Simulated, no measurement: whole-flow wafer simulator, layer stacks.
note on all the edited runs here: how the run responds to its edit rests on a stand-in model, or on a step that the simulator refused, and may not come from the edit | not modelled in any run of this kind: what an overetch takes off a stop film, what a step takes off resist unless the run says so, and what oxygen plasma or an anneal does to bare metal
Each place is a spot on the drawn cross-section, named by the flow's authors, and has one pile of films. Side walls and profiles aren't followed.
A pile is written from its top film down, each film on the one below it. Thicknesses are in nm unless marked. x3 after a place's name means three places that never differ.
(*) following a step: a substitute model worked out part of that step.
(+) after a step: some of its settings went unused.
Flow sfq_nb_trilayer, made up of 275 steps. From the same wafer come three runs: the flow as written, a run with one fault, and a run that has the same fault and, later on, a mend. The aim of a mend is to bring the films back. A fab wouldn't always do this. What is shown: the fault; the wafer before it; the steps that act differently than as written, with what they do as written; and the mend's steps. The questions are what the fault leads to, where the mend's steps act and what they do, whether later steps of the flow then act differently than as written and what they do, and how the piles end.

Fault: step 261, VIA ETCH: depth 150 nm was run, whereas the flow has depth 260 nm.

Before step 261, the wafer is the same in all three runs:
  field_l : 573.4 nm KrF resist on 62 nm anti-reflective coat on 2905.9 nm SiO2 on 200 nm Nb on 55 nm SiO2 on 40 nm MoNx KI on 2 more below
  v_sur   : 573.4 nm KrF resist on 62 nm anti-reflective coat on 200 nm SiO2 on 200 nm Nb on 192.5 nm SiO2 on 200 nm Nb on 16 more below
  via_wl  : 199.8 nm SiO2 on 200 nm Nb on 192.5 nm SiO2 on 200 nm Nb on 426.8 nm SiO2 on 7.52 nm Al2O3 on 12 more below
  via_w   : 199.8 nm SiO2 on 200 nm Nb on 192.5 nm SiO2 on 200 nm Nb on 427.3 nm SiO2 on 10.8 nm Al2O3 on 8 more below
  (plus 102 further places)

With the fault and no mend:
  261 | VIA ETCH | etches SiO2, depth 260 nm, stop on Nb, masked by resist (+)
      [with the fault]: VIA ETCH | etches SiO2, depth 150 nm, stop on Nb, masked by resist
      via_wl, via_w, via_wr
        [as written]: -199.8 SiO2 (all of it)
        [with the fault]: -150 SiO2
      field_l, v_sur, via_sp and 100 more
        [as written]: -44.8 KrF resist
        [with the fault]: -25.9 KrF resist
  Steps later in the flow that act otherwise than as written (3 more steps, not shown, differ only slightly: by at most 2% or 0.5 nm, whichever is larger):
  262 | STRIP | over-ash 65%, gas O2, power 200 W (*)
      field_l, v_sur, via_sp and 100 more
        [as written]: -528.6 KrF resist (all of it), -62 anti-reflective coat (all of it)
        [with the fault]: -547.6 KrF resist (all of it), -62 anti-reflective coat (all of it)
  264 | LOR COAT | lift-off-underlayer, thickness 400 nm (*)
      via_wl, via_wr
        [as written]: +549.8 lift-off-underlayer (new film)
        [with the fault]: +512.4 lift-off-underlayer (new film)
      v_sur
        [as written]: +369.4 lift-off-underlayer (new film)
        [with the fault]: +377 lift-off-underlayer (new film)
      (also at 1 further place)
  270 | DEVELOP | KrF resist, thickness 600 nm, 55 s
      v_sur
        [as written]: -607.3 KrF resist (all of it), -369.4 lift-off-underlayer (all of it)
        [with the fault]: -605.2 KrF resist (all of it), -377 lift-off-underlayer (all of it)
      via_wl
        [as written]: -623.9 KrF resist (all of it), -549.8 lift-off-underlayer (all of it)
        [with the fault]: -617.6 KrF resist (all of it), -512.4 lift-off-underlayer (all of it)
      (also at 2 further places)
  At via_wl, via_w, via_wr, the piles at the end differ from the flow's by more than 2% or 0.5 nm, whichever is larger.
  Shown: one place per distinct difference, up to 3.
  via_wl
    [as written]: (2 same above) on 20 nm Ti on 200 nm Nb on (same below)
    [with the fault]: (2 same above) on 20 nm Ti on 49.8 nm SiO2 on 200 nm Nb on (same below)

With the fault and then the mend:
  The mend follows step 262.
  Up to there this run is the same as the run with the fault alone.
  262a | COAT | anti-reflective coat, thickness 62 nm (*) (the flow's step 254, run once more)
      p4_fl x3, p4_w1 x9, p4_g1 x2 and 63 more
        +62 anti-reflective coat (new film)
      be_r, r_sur, res and 6 more
        +61.7 anti-reflective coat (new film)
      jj_sur, ce_l, c5j, ce_r, sp_r
        +61.6 anti-reflective coat (new film)
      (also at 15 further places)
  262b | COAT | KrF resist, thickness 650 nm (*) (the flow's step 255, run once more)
      p4_fl x3, p4_w1 x9, p4_g1 x2 and 63 more
        +650 KrF resist (new film)
      res, r_end, moat, field_r, lsp_l, l0_sur, l0v
        +649.4 KrF resist (new film)
      ln_m5, lsp_m, ln_m6, lsp_r
        +649.5 KrF resist (new film)
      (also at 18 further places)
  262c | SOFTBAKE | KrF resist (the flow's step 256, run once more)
      does not change any film at any place that is followed
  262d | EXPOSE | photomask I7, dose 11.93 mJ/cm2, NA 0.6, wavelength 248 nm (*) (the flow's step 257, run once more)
      does not change any film at any place that is followed
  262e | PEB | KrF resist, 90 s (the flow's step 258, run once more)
      ce_l, c5j, ce_r and 91 more
        -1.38 KrF resist
      v_sur, via_v, wire, be, be_sur, gap, jj_sur
        -1.37 KrF resist
      field_l, via_sp
        -1.36 KrF resist
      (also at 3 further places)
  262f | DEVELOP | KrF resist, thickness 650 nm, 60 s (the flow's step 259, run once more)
      field_l, v_sur, via_sp and 100 more
        -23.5 KrF resist
      via_wl
        -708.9 KrF resist (all of it)
      via_w
        -749.4 KrF resist (all of it)
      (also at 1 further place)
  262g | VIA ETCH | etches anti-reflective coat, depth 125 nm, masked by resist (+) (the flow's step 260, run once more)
      field_l, v_sur, via_sp and 100 more
        -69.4 KrF resist
      via_wl, via_wr
        -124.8 anti-reflective coat (all of it)
      via_w
        -79.4 anti-reflective coat (all of it), -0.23 SiO2
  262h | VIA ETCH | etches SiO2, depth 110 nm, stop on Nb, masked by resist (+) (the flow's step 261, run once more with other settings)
      field_l, v_sur, via_sp and 100 more
        -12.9 KrF resist
      via_wl, via_wr
        -49.8 SiO2 (all of it)
      via_w
        -49.6 SiO2 (all of it)
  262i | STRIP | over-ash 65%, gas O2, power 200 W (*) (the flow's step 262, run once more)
      p4_fl x3, p4_w1 x9, p4_g1 x2 and 63 more
        -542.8 KrF resist (all of it), -62 anti-reflective coat (all of it)
      r_end, moat, field_r, lsp_l, ln_m5, lsp_m
        -542.2 KrF resist (all of it), -61.7 anti-reflective coat (all of it)
      ln_m6, lsp_r, l0_sur
        -542.2 KrF resist (all of it), -61.8 anti-reflective coat (all of it)
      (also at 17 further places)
  None of the later steps of the flow acts differently than as written at any place that is followed.
  By the end, the piles equal the flow's at every place that both follow.
